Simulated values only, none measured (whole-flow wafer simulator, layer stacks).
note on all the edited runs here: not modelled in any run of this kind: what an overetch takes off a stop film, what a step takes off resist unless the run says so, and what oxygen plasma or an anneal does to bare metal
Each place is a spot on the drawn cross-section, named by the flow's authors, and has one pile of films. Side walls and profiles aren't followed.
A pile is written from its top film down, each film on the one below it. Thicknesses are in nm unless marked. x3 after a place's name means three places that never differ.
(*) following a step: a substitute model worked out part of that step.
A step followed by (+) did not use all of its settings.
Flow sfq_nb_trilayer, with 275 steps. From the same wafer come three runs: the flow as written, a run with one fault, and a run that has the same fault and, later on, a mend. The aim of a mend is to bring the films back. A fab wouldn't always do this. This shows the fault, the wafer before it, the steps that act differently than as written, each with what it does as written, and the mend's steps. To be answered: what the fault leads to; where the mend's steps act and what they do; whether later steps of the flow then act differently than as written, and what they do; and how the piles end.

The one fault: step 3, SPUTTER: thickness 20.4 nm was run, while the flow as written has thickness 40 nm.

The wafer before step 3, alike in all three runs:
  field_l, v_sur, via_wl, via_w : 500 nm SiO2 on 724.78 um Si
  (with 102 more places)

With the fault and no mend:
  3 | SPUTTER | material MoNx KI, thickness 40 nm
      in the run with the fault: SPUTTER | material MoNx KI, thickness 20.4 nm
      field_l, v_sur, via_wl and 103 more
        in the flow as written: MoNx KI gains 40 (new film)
        in the run with the fault: MoNx KI gains 20.4 (new film)
  Steps further on in the flow that do not act as written (not shown: 8 more steps that differ only slightly, by at most 2% or 0.5 nm, whichever is larger):
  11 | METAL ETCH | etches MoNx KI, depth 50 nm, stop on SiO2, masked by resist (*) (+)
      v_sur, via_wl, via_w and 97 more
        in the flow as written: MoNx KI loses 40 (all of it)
        in the run with the fault: MoNx KI loses 20.4 (all of it)
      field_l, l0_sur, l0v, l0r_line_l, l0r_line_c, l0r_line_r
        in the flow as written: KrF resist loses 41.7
        in the run with the fault: KrF resist loses 25.5
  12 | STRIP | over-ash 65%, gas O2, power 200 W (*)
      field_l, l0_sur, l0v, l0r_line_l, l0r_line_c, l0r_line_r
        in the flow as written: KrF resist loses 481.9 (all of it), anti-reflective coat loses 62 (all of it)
        in the run with the fault: KrF resist loses 498.1 (all of it), anti-reflective coat loses 62 (all of it)
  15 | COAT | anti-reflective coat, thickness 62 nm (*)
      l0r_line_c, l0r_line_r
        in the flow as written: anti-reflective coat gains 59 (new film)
        in the run with the fault: anti-reflective coat gains 60.3 (new film)
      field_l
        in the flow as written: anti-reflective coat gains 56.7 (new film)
        in the run with the fault: anti-reflective coat gains 59 (new film)
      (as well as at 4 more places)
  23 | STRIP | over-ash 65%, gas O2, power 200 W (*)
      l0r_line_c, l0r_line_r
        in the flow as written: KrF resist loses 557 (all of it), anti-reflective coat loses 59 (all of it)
        in the run with the fault: KrF resist loses 558.4 (all of it), anti-reflective coat loses 60.3 (all of it)
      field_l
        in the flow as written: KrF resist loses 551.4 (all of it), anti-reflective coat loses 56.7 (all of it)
        in the run with the fault: KrF resist loses 555.6 (all of it), anti-reflective coat loses 59 (all of it)
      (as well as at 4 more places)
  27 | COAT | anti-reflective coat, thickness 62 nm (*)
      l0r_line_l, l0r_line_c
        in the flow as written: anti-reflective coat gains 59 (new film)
        in the run with the fault: anti-reflective coat gains 60.3 (new film)
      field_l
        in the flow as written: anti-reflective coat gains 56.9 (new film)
        in the run with the fault: anti-reflective coat gains 59.2 (new film)
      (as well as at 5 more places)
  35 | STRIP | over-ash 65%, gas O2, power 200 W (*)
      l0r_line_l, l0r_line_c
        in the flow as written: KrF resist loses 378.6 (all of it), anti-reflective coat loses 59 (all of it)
        in the run with the fault: KrF resist loses 380.5 (all of it), anti-reflective coat loses 60.3 (all of it)
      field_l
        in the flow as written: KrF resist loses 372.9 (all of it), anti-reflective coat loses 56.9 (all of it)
        in the run with the fault: KrF resist loses 377.5 (all of it), anti-reflective coat loses 59.2 (all of it)
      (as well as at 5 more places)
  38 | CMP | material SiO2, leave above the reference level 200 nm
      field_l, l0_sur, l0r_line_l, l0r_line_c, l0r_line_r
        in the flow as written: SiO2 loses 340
        in the run with the fault: SiO2 loses 320.4
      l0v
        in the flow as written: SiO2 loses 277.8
        in the run with the fault: SiO2 loses 258.2
  The piles end different from the flow's at field_l, l0_sur, l0v, l0r_line_l, l0r_line_c, l0r_line_r by more than 2% or 0.5 nm, whichever is larger.
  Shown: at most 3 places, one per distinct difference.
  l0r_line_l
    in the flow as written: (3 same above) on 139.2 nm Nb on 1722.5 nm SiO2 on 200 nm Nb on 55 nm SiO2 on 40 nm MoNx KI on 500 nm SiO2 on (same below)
    in the run with the fault: (3 same above) on 139.2 nm Nb on 1742.1 nm SiO2 on 200 nm Nb on 55 nm SiO2 on 20.4 nm MoNx KI on 500 nm SiO2 on (same below)
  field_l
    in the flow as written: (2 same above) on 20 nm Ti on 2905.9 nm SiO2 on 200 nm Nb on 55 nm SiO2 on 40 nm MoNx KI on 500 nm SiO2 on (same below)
    in the run with the fault: (2 same above) on 20 nm Ti on 2925.5 nm SiO2 on 200 nm Nb on 55 nm SiO2 on 20.4 nm MoNx KI on 500 nm SiO2 on (same below)
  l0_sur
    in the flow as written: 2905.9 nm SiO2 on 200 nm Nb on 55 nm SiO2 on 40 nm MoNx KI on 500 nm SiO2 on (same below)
    in the run with the fault: 2925.5 nm SiO2 on 200 nm Nb on 55 nm SiO2 on 20.4 nm MoNx KI on 500 nm SiO2 on (same below)

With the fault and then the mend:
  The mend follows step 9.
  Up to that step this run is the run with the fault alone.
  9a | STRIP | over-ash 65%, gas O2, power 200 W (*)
      v_sur, via_wl, via_w and 97 more
        anti-reflective coat loses 62 (all of it)
      field_l, l0_sur, l0v, l0r_line_l, l0r_line_c, l0r_line_r
        KrF resist loses 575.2 (all of it), anti-reflective coat loses 62 (all of it)
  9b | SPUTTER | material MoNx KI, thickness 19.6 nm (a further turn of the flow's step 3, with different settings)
      field_l, v_sur, via_wl and 103 more
        MoNx KI gains 19.6
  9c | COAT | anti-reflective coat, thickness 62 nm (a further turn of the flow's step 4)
      field_l, v_sur, via_wl and 103 more
        anti-reflective coat gains 62 (new film)
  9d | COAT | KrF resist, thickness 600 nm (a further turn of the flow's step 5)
      field_l, v_sur, via_wl and 103 more
        KrF resist gains 600 (new film)
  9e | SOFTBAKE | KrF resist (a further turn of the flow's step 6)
      leaves every film unchanged at each place that is followed
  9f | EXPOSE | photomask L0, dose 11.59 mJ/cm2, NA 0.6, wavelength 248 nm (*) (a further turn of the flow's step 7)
      leaves every film unchanged at each place that is followed
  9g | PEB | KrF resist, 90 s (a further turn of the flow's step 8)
      field_l, v_sur, via_wl and 103 more
        KrF resist loses 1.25
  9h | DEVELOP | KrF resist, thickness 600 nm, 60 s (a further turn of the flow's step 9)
      v_sur, via_wl, via_w and 97 more
        KrF resist loses 598.7 (all of it)
      field_l, l0_sur, l0v, l0r_line_l, l0r_line_c, l0r_line_r
        KrF resist loses 23.5
  Every later step of the flow that is run acts as written at every place that is followed.
  The piles end the same as the flow's at every place that both follow.
